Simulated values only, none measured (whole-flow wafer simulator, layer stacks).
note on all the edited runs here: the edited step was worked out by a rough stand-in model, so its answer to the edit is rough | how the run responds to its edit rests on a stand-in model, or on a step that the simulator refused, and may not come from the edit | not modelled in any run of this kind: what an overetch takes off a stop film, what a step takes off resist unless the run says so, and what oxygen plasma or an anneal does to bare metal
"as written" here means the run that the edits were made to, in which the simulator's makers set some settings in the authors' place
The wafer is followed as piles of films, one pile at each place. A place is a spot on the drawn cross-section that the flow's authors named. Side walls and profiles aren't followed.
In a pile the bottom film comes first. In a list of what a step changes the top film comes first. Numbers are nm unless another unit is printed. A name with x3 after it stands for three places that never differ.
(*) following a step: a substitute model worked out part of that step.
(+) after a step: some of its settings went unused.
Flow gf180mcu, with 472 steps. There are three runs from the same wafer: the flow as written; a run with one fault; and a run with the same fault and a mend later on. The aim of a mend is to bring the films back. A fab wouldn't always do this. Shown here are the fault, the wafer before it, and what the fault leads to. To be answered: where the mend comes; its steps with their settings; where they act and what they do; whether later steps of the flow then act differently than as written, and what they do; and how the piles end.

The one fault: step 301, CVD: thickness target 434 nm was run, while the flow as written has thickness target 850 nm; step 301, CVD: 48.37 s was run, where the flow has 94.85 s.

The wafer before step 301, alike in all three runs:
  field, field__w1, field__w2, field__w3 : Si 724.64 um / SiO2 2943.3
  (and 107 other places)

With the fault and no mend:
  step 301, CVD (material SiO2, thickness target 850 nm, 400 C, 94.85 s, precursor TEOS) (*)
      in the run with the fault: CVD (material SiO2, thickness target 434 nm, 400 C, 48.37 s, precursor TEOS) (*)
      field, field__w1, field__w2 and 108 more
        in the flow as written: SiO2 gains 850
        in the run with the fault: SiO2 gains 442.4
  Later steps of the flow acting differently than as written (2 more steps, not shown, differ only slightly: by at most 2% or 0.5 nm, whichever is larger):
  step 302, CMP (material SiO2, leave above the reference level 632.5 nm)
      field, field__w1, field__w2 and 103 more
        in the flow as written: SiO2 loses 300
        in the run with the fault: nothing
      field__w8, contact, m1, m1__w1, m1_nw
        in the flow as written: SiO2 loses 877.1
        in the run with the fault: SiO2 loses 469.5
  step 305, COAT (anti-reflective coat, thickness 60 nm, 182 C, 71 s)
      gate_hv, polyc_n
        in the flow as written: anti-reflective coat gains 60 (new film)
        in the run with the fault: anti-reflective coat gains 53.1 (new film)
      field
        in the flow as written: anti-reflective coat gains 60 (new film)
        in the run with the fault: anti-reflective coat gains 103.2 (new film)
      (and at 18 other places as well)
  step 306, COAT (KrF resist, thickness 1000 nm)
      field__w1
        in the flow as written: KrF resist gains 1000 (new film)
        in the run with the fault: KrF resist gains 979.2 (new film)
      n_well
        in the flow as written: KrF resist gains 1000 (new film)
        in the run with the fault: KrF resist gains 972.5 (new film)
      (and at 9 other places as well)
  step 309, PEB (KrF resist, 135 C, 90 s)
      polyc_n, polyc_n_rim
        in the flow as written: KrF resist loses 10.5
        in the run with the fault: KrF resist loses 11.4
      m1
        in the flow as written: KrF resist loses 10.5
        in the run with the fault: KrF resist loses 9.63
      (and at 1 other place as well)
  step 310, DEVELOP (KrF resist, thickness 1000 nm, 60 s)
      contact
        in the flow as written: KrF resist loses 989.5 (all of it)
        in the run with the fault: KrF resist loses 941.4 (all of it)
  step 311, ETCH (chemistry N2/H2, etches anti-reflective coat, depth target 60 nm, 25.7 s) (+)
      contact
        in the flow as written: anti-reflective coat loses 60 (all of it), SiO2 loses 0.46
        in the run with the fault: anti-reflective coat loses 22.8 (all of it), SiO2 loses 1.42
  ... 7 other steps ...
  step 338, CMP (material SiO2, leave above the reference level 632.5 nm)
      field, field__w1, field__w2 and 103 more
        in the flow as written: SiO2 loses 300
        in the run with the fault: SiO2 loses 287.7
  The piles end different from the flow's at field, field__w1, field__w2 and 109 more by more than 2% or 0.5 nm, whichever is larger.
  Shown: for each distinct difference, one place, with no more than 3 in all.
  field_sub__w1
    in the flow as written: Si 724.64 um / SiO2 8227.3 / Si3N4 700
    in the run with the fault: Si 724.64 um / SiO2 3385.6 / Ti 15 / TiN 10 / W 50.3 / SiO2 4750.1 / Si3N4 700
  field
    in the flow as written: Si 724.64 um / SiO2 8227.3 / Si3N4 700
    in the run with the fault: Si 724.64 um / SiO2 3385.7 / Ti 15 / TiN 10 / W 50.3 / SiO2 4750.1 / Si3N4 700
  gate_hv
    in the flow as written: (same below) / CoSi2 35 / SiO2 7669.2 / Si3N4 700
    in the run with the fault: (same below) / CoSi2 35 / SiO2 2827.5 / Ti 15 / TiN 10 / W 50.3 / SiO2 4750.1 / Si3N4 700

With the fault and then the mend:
  The mend stands after step 301.
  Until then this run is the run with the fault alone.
  step 301a, CVD (material SiO2, thickness target 416 nm, 400 C, 46.42 s, precursor TEOS) (*) (the flow's step 301 again, with other settings)
      field, field__w1, field__w2 and 108 more
        SiO2 gains 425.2
  Later steps of the flow acting differently than as written:
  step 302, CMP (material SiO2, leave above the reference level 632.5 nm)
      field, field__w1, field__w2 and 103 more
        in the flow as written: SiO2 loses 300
        in the run with the mend: SiO2 loses 317.6
  By the end, the piles equal the flow's at every place that both follow.
